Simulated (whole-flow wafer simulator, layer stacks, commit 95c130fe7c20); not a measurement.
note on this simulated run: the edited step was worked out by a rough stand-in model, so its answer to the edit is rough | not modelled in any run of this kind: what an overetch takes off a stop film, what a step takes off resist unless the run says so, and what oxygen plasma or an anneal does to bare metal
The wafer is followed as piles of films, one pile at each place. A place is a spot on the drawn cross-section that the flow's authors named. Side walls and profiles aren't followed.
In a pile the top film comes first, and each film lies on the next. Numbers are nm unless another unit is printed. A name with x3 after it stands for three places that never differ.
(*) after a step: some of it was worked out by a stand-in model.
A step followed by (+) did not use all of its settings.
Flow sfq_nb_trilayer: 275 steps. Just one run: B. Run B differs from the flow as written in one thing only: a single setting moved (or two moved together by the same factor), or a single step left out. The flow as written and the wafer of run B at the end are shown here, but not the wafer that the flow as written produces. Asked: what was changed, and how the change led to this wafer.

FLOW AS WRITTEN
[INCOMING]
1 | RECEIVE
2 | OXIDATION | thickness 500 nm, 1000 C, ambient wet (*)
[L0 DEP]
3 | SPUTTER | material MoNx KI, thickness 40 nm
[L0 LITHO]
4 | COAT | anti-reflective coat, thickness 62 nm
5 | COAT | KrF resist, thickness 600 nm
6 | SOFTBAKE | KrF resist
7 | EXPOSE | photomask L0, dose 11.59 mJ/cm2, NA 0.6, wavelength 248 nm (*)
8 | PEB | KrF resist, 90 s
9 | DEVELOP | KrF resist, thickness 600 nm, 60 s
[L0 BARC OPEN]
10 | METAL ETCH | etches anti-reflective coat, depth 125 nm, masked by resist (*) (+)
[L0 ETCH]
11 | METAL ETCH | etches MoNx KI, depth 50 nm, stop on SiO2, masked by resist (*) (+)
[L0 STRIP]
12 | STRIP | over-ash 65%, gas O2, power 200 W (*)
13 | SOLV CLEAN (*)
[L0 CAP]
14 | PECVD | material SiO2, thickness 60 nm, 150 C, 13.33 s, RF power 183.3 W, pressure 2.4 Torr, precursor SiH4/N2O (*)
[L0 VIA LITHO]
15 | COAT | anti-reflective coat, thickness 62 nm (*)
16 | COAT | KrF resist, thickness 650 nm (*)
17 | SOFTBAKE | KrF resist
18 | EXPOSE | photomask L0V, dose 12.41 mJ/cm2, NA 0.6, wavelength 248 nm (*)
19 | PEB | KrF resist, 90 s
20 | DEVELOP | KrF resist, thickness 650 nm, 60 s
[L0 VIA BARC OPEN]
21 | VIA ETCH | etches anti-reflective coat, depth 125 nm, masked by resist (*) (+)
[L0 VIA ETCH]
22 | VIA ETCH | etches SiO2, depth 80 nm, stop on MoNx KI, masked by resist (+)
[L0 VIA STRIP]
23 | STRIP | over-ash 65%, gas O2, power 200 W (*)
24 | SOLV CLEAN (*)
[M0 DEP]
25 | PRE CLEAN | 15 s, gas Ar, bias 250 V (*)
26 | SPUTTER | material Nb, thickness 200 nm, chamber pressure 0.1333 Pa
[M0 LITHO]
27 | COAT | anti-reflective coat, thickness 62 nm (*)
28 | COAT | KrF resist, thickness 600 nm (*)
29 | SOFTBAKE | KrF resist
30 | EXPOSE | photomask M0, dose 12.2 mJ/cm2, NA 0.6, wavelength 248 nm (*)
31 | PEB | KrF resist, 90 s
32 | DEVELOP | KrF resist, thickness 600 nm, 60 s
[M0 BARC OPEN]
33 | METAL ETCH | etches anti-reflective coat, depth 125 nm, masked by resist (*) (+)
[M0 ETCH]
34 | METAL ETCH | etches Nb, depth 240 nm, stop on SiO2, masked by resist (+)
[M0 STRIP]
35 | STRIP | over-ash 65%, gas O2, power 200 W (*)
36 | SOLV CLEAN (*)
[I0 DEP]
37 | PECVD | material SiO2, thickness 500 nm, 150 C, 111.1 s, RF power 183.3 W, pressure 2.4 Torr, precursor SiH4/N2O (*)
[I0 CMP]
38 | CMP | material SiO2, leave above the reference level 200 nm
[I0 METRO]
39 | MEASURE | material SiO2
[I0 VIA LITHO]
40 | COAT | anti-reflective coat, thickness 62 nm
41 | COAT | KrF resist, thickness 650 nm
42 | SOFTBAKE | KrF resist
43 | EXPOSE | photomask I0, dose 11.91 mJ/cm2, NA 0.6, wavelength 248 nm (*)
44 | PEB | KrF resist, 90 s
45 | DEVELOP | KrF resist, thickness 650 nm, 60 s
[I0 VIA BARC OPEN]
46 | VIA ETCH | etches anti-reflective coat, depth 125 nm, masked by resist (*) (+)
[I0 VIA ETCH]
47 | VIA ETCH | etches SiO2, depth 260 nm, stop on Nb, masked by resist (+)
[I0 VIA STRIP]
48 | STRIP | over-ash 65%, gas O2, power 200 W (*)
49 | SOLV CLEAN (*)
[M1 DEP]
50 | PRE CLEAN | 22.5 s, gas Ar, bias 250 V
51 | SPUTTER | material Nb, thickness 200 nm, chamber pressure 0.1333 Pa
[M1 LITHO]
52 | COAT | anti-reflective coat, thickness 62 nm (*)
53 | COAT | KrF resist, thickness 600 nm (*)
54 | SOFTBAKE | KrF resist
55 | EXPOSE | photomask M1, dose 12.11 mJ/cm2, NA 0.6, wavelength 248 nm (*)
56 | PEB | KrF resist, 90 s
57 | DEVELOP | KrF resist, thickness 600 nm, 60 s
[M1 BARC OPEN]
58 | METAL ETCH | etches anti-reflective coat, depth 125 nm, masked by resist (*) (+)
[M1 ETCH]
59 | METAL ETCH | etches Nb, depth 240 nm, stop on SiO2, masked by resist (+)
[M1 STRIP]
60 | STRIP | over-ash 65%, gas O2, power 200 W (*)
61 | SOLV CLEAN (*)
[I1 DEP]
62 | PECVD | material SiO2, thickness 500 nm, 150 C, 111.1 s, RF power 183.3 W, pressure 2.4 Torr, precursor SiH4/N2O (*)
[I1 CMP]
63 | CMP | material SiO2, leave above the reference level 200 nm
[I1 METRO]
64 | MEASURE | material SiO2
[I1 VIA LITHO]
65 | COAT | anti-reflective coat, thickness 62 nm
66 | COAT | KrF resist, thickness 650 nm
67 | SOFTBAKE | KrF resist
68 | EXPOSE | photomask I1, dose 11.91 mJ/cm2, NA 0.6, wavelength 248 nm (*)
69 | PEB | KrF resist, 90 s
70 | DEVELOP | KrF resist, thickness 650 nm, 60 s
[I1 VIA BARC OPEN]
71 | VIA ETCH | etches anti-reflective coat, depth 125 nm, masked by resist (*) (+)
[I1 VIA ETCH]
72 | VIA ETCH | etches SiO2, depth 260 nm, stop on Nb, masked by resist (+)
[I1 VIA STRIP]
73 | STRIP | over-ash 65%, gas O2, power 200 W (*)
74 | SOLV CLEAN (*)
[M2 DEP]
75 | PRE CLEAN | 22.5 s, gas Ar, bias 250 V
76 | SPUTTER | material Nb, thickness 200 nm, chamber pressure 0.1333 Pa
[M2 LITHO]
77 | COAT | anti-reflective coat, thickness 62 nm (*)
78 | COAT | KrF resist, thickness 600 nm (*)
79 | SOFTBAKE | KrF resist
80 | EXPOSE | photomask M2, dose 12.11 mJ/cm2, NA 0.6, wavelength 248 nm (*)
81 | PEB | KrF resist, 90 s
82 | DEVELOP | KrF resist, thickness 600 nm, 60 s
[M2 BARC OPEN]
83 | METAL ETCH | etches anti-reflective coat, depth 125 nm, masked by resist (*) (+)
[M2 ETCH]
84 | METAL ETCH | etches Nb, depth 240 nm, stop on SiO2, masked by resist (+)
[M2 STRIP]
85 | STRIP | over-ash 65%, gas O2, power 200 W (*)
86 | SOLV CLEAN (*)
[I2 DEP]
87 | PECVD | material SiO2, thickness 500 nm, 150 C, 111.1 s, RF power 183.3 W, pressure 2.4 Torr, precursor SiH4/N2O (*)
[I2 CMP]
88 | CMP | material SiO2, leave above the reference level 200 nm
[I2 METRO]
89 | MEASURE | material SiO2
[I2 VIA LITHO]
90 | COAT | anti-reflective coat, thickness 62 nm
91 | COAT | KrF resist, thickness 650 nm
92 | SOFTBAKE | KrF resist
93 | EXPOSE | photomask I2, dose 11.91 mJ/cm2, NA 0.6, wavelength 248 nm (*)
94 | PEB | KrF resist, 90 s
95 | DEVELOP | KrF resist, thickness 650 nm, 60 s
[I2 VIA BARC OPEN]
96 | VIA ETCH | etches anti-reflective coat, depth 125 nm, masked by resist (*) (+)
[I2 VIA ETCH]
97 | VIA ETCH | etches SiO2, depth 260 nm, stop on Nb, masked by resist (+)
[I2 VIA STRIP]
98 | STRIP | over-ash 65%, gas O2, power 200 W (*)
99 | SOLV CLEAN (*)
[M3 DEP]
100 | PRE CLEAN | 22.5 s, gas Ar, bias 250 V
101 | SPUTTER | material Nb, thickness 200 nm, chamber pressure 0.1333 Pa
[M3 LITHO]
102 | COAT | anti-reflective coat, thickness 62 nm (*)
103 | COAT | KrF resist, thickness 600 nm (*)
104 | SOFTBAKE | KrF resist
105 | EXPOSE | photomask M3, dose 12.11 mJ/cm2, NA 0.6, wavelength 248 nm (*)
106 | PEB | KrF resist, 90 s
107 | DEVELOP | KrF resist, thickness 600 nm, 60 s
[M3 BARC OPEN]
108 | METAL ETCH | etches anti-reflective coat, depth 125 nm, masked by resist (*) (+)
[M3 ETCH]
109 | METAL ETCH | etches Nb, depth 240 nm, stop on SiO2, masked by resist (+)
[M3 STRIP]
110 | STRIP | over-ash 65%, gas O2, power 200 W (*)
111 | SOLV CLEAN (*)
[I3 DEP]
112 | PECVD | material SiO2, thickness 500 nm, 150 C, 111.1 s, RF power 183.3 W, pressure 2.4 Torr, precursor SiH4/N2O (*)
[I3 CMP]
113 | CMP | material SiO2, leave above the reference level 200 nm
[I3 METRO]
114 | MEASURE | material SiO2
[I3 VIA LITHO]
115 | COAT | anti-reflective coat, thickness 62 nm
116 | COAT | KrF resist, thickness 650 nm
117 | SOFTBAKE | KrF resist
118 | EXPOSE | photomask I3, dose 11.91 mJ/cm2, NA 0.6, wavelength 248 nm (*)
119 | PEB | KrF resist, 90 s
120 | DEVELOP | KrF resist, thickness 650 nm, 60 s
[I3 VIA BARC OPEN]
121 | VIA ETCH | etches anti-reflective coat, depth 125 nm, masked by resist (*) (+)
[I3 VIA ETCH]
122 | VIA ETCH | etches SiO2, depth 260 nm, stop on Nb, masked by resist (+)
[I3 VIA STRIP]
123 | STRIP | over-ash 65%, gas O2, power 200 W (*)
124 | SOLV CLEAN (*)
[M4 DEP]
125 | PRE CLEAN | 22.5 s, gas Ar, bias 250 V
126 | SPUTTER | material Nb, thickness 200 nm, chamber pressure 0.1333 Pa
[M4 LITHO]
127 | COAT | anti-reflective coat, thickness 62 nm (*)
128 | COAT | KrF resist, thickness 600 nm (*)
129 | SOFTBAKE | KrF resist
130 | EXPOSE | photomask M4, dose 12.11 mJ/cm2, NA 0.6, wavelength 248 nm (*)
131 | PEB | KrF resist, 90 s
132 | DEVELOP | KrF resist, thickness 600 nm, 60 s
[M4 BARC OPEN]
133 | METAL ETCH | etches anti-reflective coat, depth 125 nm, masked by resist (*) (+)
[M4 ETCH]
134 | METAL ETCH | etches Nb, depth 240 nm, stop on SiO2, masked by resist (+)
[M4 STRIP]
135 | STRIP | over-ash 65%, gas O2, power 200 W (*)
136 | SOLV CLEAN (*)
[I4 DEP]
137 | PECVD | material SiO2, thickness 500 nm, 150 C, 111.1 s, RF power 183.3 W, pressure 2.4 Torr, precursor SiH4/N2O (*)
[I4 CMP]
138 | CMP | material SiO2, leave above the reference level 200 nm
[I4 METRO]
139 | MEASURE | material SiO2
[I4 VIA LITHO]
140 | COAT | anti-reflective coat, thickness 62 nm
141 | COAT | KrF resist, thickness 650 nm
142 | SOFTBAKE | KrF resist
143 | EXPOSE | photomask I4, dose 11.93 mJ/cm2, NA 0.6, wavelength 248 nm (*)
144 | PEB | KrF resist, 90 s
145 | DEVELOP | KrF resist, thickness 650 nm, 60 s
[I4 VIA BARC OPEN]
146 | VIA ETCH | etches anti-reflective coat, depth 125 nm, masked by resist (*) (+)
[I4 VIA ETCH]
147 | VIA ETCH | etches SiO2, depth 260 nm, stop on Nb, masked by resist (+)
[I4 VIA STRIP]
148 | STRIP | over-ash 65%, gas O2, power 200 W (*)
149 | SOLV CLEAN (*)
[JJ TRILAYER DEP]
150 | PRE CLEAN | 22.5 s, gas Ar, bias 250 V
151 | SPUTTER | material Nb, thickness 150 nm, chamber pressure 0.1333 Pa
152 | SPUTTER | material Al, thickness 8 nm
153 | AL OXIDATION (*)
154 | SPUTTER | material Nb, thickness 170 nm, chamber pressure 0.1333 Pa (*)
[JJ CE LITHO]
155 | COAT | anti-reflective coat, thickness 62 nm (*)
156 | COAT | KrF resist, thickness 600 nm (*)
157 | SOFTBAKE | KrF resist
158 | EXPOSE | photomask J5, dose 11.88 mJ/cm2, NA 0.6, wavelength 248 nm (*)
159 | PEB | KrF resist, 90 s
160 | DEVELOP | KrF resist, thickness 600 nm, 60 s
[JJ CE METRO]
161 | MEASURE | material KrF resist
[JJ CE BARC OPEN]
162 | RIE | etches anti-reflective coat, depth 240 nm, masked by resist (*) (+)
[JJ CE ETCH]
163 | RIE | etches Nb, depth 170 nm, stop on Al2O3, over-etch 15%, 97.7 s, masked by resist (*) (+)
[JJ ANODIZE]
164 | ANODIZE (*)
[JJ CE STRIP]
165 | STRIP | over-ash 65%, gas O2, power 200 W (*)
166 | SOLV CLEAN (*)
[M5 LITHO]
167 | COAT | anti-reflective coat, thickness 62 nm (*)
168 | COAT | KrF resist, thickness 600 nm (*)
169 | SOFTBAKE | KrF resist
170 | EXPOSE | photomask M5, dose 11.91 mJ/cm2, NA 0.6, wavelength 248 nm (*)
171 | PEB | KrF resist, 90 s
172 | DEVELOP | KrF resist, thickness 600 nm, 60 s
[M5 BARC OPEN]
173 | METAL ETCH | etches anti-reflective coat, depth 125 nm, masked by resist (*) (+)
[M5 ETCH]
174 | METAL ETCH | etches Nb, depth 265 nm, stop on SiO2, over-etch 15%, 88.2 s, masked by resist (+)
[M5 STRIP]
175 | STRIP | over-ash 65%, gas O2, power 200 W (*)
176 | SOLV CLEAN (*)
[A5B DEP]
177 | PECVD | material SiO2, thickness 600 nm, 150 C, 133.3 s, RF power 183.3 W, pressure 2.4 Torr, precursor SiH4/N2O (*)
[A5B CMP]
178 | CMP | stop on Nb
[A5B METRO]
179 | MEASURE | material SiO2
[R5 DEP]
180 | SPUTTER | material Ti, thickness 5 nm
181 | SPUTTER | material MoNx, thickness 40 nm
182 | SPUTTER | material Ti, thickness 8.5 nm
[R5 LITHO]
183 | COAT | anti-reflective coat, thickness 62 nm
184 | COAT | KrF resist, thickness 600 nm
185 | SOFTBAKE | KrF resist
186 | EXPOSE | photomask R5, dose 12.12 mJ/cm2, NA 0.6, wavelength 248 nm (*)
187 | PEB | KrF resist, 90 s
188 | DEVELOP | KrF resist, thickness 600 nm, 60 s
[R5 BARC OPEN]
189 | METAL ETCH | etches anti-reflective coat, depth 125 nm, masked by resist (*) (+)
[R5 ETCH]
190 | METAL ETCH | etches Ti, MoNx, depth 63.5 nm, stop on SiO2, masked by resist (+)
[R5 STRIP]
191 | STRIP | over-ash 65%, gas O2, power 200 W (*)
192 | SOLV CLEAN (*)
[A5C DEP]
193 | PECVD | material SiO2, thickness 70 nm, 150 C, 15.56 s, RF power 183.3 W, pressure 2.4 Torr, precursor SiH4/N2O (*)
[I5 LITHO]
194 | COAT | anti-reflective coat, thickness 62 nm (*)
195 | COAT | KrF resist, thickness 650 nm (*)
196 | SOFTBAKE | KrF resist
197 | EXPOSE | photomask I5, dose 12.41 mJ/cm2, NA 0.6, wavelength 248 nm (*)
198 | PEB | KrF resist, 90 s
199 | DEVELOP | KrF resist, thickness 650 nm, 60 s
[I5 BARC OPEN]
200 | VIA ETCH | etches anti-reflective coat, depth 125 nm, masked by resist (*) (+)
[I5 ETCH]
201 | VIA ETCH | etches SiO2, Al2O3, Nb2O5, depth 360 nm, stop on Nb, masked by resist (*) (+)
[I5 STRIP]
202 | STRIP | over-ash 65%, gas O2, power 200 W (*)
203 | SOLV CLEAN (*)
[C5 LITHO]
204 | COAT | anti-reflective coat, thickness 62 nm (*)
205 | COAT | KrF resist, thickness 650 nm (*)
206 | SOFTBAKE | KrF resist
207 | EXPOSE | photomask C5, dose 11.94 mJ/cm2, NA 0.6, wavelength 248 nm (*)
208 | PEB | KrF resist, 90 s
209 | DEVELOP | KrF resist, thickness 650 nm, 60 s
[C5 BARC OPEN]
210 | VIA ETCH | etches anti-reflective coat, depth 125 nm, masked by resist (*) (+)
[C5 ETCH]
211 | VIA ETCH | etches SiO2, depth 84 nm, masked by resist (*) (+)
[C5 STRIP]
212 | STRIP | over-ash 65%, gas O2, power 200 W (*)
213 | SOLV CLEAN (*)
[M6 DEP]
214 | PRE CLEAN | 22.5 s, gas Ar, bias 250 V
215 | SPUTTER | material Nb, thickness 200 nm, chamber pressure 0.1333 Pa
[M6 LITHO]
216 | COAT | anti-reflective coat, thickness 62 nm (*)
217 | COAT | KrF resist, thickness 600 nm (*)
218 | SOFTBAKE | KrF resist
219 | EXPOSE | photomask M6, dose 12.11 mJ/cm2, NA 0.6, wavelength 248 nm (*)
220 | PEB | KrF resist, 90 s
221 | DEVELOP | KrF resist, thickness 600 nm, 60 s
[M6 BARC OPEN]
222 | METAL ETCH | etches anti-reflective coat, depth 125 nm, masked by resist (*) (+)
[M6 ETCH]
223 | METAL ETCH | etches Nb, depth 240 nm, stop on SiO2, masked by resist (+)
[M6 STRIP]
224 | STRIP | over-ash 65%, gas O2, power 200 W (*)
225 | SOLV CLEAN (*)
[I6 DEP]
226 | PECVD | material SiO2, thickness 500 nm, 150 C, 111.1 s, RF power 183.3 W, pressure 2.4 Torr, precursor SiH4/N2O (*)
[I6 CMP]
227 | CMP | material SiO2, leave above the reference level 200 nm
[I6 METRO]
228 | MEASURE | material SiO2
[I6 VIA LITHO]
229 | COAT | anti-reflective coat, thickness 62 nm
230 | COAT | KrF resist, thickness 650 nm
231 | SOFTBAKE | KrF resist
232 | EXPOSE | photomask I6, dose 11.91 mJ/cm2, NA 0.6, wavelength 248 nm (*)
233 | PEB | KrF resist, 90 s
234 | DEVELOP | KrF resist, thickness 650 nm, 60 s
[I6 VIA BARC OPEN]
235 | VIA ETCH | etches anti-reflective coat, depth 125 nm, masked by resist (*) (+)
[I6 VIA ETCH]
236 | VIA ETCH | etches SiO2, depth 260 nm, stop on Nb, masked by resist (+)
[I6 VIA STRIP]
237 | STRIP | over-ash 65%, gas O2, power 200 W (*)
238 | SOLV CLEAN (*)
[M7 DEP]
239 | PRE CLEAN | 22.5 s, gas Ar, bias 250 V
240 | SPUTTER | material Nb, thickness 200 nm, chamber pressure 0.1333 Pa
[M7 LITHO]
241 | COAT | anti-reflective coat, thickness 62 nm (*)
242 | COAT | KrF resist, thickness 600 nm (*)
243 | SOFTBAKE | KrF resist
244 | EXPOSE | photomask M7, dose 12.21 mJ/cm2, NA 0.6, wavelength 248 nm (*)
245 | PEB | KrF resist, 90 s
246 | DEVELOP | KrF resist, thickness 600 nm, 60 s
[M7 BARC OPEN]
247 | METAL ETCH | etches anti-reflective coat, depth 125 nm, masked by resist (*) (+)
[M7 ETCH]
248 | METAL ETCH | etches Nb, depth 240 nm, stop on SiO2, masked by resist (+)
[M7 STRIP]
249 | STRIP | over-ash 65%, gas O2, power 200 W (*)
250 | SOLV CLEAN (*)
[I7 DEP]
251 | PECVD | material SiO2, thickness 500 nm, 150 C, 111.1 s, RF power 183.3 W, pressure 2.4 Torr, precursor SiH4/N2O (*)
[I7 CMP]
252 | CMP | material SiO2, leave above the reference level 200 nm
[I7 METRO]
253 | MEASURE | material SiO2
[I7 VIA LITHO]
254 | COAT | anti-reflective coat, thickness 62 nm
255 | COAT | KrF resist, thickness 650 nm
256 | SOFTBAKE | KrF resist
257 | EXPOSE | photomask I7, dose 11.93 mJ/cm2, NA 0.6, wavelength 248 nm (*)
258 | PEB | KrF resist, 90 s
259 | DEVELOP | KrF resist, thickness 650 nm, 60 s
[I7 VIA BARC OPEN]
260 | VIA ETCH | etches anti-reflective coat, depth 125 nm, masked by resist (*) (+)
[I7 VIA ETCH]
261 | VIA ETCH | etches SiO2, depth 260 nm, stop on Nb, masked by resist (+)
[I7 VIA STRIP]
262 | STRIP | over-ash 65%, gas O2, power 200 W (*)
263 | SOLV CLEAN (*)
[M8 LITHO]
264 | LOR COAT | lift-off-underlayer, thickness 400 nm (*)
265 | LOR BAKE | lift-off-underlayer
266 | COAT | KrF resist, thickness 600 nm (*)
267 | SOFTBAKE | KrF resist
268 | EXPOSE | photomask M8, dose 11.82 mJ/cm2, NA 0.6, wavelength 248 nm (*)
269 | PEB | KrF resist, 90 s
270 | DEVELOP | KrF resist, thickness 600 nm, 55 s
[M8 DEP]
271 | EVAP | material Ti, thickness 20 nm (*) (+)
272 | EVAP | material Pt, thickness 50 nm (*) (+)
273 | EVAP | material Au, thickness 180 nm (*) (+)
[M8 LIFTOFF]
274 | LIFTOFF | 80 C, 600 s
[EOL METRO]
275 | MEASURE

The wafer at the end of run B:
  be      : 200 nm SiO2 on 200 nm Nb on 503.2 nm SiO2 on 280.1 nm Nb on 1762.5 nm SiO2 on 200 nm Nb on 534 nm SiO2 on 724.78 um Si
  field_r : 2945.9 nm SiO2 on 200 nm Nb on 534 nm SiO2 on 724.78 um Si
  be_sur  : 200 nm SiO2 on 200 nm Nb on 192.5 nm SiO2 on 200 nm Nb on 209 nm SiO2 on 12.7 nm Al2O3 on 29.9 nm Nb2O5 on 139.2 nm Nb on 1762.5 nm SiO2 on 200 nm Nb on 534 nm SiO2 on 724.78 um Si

Cause: step 14, PECVD: thickness 39 nm was run, while the flow as written has thickness 60 nm; step 14, PECVD: 8.667 s was run, where the flow has 13.33 s.

Step by step, how the change led to this:
  14 | PECVD | material SiO2, thickness 60 nm, 150 C, 13.33 s, RF power 183.3 W, pressure 2.4 Torr, precursor SiH4/N2O (*)
      v_sur, via_wl, via_w and 97 more: +39 SiO2 (it would be, as written: +60 SiO2)
      field_l, l0_sur, l0v, l0r_line_l, l0r_line_c, l0r_line_r: +39 SiO2 (new film) (it would be, as written: +60 SiO2 (new film))
  22 | VIA ETCH | etches SiO2, depth 80 nm, stop on MoNx KI, masked by resist (+)
      field_l, v_sur, via_wl and 102 more: -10 KrF resist (it would be, as written: -13.8 KrF resist)
      l0v: -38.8 SiO2 (all of it) (it would be, as written: -59.8 SiO2 (all of it))
  26 | SPUTTER | material Nb, thickness 200 nm, chamber pressure 0.1333 Pa
      l0v: +200 Nb (new film) (it would be, as written: +195.7 Nb (new film))
  27 | COAT | anti-reflective coat, thickness 62 nm (*)
      l0_sur: +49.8 anti-reflective coat (new film) (it would be, as written: +47.5 anti-reflective coat (new film))
      l0v: +71.2 anti-reflective coat (new film) (it would be, as written: +78 anti-reflective coat (new film))
  28 | COAT | KrF resist, thickness 600 nm (*)
      l0v: +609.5 KrF resist (new film) (it would be, as written: +622.9 KrF resist (new film))
  35 | STRIP | over-ash 65%, gas O2, power 200 W (*)
      l0_sur: -373.4 KrF resist (all of it), -49.8 anti-reflective coat (all of it) (it would be, as written: -372 KrF resist (all of it), -47.5 anti-reflective coat (all of it))
      l0v: -391.8 KrF resist (all of it), -71.2 anti-reflective coat (all of it) (it would be, as written: -405.3 KrF resist (all of it), -78 anti-reflective coat (all of it))
  38 | CMP | material SiO2, leave above the reference level 200 nm
      l0v: -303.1 SiO2 (it would be, as written: -277.8 SiO2)
